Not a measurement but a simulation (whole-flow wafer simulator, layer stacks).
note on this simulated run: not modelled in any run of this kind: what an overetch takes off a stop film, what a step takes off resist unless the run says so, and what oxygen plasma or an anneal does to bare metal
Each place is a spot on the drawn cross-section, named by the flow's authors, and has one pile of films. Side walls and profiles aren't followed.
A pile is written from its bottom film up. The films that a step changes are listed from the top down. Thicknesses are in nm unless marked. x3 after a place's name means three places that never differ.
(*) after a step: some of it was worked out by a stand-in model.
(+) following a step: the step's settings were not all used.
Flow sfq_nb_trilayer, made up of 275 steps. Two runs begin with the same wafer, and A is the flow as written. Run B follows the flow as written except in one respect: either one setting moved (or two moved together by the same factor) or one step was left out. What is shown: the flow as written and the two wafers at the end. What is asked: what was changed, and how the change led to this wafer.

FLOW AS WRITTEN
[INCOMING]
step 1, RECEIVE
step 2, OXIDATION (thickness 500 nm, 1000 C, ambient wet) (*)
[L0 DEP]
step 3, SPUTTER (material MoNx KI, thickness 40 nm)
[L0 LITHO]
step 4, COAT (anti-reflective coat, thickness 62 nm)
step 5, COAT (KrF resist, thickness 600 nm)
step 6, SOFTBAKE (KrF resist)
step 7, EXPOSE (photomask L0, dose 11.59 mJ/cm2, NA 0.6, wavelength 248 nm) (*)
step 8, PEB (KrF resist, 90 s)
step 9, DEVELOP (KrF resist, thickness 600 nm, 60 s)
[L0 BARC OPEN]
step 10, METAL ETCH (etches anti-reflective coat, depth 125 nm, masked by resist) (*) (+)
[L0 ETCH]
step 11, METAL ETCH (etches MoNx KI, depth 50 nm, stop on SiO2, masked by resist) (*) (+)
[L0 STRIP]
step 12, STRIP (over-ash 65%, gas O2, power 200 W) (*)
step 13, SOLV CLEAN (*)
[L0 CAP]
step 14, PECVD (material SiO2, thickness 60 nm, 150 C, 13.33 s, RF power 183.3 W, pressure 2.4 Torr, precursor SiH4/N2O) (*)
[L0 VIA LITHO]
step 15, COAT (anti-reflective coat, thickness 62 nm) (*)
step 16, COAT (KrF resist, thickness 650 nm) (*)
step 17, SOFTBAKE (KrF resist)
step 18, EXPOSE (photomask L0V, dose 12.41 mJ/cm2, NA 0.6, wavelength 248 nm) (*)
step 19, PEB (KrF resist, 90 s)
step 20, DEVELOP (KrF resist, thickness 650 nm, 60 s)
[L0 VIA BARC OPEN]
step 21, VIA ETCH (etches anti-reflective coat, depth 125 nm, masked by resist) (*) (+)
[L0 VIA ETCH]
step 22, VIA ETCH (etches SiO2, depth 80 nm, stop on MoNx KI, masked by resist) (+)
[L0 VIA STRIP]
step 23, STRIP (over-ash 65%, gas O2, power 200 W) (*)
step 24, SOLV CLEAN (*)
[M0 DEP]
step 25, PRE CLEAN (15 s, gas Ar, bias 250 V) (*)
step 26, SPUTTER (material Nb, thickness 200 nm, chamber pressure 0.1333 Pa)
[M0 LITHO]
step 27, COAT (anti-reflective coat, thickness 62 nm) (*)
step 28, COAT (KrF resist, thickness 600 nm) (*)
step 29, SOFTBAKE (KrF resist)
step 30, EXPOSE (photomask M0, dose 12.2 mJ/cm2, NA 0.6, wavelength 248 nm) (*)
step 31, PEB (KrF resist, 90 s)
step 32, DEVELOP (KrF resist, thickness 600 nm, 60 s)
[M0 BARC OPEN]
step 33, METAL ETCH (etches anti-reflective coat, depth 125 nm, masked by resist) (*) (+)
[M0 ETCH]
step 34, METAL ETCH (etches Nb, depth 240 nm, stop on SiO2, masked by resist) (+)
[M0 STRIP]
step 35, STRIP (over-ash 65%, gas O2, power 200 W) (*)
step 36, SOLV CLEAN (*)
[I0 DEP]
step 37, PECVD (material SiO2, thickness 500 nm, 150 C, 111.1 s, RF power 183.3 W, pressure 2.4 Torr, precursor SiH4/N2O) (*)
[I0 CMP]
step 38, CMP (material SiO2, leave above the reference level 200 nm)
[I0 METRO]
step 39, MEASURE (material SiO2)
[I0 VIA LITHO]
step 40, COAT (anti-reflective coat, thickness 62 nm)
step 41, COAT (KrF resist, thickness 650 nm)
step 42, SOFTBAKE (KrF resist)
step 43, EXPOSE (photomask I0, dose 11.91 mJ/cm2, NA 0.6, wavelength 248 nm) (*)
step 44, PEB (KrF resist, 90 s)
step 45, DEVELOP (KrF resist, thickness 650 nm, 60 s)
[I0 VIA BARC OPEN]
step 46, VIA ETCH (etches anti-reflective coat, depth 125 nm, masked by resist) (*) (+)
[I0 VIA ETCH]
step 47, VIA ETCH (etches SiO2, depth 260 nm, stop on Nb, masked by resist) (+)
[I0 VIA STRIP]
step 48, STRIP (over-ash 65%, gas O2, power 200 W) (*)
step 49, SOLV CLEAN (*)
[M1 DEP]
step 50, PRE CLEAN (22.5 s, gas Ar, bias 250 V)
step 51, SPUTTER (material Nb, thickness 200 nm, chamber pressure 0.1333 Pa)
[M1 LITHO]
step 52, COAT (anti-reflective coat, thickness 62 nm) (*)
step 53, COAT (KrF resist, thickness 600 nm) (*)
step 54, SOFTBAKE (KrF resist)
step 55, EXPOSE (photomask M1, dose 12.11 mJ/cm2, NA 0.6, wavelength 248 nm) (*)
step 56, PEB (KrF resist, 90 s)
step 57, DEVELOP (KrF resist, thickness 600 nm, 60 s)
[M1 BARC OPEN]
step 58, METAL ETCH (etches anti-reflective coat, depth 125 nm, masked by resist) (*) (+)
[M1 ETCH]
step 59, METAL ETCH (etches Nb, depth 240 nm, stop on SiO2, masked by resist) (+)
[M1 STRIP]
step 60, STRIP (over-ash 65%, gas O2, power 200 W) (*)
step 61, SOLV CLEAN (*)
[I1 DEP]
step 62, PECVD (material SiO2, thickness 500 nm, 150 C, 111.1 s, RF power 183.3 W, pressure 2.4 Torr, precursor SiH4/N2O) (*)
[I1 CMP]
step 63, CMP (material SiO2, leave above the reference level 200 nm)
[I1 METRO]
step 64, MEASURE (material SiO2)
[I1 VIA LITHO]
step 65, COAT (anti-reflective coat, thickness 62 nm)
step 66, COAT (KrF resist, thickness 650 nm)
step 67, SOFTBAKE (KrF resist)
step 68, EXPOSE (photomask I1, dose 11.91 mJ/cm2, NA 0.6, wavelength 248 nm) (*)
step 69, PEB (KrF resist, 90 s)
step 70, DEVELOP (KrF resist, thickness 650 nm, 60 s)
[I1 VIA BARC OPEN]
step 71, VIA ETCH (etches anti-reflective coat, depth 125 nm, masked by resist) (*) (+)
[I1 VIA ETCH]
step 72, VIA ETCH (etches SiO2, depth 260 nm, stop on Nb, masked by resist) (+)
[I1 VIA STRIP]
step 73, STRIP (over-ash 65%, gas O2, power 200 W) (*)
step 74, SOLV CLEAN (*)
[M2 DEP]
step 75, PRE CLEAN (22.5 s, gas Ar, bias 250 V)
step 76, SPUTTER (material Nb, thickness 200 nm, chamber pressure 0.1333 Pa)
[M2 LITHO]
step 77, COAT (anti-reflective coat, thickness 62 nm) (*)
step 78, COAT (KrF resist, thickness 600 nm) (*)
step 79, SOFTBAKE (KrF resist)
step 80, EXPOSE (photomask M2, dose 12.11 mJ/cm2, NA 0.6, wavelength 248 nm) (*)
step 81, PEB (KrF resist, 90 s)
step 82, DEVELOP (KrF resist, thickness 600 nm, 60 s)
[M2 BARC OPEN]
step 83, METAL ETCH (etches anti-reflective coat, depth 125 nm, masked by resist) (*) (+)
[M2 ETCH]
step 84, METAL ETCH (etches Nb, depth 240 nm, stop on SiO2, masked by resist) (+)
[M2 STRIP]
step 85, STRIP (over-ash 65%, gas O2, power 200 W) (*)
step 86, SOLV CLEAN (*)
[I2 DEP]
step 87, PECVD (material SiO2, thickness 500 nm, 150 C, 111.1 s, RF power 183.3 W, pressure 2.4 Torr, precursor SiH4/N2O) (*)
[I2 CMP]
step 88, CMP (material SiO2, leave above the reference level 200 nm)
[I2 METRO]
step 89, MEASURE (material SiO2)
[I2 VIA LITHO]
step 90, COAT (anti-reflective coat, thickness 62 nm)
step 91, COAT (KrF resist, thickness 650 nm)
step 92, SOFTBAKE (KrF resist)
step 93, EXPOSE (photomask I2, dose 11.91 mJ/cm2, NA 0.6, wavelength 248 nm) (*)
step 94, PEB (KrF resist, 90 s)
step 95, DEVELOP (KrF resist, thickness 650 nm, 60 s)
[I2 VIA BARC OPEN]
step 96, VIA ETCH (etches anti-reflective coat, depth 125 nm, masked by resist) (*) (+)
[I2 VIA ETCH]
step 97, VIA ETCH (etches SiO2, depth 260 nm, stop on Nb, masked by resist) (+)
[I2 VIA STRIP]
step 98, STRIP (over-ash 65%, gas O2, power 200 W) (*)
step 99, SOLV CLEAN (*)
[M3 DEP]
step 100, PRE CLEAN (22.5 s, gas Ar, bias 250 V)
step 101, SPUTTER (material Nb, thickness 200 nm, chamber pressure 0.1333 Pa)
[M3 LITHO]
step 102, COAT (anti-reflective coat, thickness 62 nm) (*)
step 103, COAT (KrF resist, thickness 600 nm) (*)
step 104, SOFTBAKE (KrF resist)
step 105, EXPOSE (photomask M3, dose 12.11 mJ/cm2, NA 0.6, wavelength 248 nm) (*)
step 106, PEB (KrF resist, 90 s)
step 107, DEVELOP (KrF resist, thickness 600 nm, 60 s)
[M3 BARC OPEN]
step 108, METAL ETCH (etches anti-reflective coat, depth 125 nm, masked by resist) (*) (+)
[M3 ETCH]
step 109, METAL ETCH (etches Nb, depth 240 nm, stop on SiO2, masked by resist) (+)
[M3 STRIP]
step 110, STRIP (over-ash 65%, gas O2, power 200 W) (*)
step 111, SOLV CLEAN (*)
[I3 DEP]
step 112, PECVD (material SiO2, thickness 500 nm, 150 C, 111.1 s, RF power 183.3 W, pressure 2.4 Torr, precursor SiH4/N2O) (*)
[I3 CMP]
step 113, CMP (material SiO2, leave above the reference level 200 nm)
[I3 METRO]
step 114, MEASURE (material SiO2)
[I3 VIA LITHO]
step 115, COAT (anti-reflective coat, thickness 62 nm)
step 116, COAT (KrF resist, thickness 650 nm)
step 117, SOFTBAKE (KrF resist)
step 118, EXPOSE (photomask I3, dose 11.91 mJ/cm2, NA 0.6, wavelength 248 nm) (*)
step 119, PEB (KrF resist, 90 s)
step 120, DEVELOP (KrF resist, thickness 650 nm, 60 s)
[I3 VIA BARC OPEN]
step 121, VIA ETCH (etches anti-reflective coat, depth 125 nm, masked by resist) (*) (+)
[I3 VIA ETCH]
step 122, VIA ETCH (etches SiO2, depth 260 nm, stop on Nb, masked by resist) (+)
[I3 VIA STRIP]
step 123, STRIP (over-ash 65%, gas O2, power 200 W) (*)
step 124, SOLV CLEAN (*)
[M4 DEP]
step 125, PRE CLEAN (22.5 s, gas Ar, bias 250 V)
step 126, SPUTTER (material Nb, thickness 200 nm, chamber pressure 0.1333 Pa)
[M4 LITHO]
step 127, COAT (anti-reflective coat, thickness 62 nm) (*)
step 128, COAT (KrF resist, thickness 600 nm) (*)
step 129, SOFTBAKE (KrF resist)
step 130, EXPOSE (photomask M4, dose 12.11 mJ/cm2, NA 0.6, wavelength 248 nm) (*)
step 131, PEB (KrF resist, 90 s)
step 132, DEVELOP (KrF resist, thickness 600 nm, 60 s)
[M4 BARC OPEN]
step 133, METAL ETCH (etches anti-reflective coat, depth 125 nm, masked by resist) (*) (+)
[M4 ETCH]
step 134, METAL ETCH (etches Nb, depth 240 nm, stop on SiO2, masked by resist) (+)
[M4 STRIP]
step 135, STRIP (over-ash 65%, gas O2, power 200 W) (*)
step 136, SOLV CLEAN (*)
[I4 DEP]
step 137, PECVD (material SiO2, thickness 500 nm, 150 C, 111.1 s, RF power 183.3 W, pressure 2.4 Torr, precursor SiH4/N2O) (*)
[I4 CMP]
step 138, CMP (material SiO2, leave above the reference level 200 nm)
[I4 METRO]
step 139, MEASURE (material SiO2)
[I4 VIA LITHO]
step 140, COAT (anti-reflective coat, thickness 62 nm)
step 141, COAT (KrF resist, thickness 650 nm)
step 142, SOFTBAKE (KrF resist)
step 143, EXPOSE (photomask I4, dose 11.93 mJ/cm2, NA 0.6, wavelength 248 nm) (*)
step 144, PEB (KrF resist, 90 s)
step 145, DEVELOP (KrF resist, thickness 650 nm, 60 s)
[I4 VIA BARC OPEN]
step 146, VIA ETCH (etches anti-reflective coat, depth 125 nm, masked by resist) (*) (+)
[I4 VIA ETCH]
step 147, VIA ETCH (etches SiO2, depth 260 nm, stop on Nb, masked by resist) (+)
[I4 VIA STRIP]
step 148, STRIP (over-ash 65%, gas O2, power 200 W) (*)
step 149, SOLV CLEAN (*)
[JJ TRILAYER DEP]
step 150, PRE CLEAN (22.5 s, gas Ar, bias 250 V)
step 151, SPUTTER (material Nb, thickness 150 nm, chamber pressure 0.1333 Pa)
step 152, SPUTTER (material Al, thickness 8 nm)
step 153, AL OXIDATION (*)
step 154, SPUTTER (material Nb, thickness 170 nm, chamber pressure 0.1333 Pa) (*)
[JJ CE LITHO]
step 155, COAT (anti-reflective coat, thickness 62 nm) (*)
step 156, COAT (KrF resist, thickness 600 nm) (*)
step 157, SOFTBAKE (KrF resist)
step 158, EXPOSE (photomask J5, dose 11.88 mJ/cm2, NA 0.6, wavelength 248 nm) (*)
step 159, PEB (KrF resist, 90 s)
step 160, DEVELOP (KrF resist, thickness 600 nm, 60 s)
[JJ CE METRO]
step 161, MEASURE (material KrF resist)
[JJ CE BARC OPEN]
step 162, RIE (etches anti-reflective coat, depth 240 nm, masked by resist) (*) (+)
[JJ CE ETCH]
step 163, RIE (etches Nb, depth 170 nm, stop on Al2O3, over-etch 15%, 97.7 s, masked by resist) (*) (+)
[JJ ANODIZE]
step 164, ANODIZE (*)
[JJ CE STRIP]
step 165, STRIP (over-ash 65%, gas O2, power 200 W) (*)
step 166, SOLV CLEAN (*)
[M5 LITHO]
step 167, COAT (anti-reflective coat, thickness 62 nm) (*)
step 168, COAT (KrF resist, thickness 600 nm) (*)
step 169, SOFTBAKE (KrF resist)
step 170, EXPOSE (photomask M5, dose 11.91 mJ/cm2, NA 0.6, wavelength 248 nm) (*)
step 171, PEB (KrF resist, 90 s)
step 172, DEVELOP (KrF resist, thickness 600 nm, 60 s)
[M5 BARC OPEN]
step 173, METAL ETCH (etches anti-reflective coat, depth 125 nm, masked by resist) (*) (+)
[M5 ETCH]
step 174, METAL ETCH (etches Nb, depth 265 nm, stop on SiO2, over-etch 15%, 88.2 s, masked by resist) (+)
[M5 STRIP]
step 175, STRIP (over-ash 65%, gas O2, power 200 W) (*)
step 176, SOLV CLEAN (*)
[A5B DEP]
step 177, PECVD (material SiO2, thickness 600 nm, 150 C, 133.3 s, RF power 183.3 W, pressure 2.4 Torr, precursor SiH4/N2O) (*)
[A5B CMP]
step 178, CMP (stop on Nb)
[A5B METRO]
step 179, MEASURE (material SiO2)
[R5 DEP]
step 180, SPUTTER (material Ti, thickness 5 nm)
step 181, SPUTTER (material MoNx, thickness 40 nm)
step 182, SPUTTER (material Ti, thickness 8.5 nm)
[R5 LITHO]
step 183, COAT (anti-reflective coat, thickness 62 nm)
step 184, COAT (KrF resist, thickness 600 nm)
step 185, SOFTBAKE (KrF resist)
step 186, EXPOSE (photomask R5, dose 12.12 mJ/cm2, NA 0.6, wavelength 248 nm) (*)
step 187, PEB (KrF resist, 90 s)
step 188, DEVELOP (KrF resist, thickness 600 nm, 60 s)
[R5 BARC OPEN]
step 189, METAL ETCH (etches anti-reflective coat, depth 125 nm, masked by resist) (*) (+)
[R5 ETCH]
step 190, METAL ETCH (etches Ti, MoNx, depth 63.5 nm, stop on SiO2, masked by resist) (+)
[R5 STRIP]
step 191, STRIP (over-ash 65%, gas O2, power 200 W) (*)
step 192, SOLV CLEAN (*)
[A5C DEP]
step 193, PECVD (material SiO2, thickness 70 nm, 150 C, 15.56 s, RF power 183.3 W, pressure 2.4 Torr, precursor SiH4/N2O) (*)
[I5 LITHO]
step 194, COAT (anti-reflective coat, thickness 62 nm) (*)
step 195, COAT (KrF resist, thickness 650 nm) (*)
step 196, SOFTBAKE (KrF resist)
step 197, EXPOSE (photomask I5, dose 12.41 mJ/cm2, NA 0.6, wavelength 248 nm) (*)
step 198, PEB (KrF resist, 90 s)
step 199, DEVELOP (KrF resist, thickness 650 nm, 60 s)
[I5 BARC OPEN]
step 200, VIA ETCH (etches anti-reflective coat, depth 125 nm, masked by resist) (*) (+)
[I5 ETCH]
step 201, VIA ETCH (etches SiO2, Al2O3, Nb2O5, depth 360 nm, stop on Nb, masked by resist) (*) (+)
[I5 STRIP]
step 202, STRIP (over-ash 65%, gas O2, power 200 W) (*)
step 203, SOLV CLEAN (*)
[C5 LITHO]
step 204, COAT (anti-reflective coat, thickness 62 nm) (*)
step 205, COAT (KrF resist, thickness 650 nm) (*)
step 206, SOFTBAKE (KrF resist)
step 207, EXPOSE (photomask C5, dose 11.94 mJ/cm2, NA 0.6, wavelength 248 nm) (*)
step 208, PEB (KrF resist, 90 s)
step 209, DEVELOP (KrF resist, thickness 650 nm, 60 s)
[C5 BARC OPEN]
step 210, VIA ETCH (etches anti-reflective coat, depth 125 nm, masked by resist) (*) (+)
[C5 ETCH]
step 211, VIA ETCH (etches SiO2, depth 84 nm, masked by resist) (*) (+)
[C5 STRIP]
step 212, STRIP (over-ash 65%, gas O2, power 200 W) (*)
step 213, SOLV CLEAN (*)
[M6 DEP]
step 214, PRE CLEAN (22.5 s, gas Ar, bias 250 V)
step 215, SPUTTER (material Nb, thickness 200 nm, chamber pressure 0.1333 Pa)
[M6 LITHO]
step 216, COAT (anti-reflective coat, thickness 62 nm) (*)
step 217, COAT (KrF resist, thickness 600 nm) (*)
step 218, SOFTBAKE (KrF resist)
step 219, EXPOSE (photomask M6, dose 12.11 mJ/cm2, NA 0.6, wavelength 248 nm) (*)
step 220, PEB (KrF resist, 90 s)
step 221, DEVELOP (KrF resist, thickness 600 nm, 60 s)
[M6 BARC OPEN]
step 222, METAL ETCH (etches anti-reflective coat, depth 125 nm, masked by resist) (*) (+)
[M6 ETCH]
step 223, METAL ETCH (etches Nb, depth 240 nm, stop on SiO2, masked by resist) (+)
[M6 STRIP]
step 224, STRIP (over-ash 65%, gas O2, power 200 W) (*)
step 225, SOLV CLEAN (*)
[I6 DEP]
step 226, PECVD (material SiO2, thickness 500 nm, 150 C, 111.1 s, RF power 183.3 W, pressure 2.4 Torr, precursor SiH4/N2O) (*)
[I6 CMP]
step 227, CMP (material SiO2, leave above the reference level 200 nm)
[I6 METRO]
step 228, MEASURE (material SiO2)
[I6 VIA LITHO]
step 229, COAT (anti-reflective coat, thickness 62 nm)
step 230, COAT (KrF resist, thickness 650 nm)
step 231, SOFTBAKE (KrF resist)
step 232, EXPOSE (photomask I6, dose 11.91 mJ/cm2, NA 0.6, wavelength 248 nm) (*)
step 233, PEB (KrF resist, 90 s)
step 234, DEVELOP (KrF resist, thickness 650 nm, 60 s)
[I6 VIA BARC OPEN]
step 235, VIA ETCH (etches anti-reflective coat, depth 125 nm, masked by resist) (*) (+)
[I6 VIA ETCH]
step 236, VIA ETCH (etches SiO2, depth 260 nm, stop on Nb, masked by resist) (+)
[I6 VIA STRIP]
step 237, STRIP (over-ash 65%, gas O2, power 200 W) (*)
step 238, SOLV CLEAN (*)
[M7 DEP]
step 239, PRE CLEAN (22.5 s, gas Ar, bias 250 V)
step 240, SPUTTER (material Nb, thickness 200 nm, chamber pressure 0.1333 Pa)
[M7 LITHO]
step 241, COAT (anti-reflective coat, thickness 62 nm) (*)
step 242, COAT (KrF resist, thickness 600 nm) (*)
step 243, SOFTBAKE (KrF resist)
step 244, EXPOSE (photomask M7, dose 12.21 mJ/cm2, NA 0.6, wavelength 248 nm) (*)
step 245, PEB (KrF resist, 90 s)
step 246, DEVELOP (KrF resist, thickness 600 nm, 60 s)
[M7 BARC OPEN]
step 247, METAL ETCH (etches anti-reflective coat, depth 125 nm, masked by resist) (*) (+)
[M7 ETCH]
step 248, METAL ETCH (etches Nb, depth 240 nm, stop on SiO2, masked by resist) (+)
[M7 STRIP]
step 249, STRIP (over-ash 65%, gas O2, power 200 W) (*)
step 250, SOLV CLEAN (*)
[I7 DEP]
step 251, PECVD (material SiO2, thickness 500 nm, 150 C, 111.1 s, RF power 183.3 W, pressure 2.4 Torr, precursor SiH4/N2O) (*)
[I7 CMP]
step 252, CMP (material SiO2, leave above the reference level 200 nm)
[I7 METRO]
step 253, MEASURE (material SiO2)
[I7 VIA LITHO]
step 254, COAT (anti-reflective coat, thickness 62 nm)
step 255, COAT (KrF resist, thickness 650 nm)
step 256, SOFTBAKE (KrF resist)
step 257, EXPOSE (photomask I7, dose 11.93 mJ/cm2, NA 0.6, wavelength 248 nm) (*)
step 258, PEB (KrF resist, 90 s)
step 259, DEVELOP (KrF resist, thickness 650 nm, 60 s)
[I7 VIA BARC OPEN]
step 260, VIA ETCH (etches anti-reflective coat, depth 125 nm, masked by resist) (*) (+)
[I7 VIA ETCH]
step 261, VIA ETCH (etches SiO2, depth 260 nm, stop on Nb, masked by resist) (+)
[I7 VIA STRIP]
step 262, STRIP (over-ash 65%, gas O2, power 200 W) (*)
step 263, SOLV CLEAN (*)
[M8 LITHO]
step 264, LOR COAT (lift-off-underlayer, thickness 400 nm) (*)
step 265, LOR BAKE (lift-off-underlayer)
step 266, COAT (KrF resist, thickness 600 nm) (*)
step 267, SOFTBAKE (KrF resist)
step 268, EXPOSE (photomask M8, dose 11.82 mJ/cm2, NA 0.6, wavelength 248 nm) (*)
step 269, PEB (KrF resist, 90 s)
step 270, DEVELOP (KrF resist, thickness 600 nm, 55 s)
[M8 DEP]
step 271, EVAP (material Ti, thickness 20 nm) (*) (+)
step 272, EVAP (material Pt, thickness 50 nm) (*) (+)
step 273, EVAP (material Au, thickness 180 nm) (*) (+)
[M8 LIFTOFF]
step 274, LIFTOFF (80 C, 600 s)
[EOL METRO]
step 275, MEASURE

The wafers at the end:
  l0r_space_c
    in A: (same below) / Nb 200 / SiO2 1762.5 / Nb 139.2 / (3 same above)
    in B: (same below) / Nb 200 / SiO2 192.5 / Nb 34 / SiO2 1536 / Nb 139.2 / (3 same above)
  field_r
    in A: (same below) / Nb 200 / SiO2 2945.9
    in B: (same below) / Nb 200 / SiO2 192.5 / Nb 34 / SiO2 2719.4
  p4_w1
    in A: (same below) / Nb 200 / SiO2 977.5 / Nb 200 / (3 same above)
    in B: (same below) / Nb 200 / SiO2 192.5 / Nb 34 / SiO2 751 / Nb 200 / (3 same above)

The reason: step 59, METAL ETCH: depth 166 nm was run, while the flow as written has depth 240 nm.

How this came from the change, step by step:
  step 59, METAL ETCH (etches Nb, depth 240 nm, stop on SiO2, masked by resist) (+)
      field_l, be, be_sur and 79 more: A -200 Nb (all of it) | B -166 Nb
      v_sur, via_wl, via_w and 21 more: A -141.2 KrF resist | B -97.6 KrF resist
  step 60, STRIP (over-ash 65%, gas O2, power 200 W) (*)
      wl_j_sl, wl_jj, wl_j_sr and 13 more: A -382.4 KrF resist (all of it), -62 anti-reflective coat (all of it) | B -425.9 KrF resist (all of it), -62 anti-reflective coat (all of it)
      v_sur: A -365.9 KrF resist (all of it), -61.1 anti-reflective coat (all of it) | B -409.4 KrF resist (all of it), -61.1 anti-reflective coat (all of it)
      (and at 7 other places as well)
  step 62, PECVD (material SiO2, thickness 500 nm, 150 C, 111.1 s, RF power 183.3 W, pressure 2.4 Torr, precursor SiH4/N2O) (*)
      field_l, be, be_sur and 72 more: A +500 SiO2 | B +500 SiO2 (new film)
      lsp_m, ln_m6, lsp_r, l0_sur, l0v: A +494.9 SiO2 | B +500 SiO2 (new film)
      (and at 2 other places as well)
  step 63, CMP (material SiO2, leave above the reference level 200 nm)
      field_l, be, be_sur and 72 more: A -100 SiO2 | B -134 SiO2
      lsp_m, ln_m6, lsp_r, l0_sur, l0v: A -94.9 SiO2 | B -134 SiO2
If metal films that touch count as one body, l0r_space_c has 3 bodies (between them, from the top down: SiO2 1536; SiO2 192.5); the flow as written gives 2 bodies (between them, from the top down: SiO2 1762.5).
If metal films that touch count as one body, field_r has 2 bodies (between them, from the top down: SiO2 192.5); the flow as written gives 1 body.
If metal films that touch count as one body, p4_w1 has 4 bodies (between them, from the top down: SiO2 192.5; SiO2 751; SiO2 192.5); the flow as written gives 3 bodies (between them, from the top down: SiO2 192.5; SiO2 977.5).
